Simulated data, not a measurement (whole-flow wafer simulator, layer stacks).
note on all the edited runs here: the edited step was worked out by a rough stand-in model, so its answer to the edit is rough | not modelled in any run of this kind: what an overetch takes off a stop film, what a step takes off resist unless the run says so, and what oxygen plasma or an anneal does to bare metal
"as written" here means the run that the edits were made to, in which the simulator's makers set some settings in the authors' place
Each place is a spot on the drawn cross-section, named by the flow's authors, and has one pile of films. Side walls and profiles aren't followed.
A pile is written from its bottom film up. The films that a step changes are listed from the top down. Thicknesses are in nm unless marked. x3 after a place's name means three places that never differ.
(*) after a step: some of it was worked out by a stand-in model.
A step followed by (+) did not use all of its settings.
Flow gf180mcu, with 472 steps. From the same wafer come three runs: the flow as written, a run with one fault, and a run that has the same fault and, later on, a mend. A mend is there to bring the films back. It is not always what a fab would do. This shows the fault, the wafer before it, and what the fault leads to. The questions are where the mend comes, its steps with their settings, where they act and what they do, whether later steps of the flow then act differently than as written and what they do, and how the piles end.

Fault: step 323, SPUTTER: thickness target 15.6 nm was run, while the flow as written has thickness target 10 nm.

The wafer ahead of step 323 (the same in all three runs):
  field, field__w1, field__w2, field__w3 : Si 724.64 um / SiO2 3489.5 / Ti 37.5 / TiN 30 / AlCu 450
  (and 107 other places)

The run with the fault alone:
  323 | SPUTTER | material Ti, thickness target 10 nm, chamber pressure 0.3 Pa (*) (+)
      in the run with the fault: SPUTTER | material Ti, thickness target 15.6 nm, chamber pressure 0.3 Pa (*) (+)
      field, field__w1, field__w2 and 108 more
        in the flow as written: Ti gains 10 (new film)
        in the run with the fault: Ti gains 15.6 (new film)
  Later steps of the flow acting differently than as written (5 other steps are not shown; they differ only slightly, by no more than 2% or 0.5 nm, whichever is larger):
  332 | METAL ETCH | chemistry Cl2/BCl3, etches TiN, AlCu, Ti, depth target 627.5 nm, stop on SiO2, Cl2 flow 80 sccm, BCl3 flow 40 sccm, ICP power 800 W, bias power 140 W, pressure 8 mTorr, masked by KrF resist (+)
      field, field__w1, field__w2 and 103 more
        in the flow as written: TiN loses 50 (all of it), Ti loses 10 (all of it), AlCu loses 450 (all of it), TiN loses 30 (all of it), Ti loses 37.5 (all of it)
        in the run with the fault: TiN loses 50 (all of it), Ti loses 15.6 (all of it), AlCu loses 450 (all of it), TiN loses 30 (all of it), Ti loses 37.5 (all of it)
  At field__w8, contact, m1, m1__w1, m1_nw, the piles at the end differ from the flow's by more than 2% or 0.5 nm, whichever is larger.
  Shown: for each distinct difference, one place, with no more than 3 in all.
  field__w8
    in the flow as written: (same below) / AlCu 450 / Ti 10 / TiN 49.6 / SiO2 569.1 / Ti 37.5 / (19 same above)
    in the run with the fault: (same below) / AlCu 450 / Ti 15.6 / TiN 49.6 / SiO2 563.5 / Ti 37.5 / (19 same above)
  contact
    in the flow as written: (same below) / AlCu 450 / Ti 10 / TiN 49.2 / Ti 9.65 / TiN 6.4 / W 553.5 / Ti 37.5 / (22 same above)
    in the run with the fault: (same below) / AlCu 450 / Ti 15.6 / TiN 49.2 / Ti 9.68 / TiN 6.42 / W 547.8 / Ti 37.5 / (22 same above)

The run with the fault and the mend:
  After step 323 comes the mend.
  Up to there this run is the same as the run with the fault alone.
  323a | METAL ETCH | chemistry Cl2/BCl3, etches TiN, AlCu, Ti, depth target 5.6 nm, Cl2 flow 80 sccm, BCl3 flow 40 sccm, ICP power 800 W, bias power 140 W, pressure 8 mTorr (the flow's step 260 again, with other settings)
      field, field__w1, field__w2 and 108 more
        Ti loses 5.6
  Later steps of the flow that are run all act as written at every place that is followed.
  At every place that both follow, the piles at the end match the flow's.
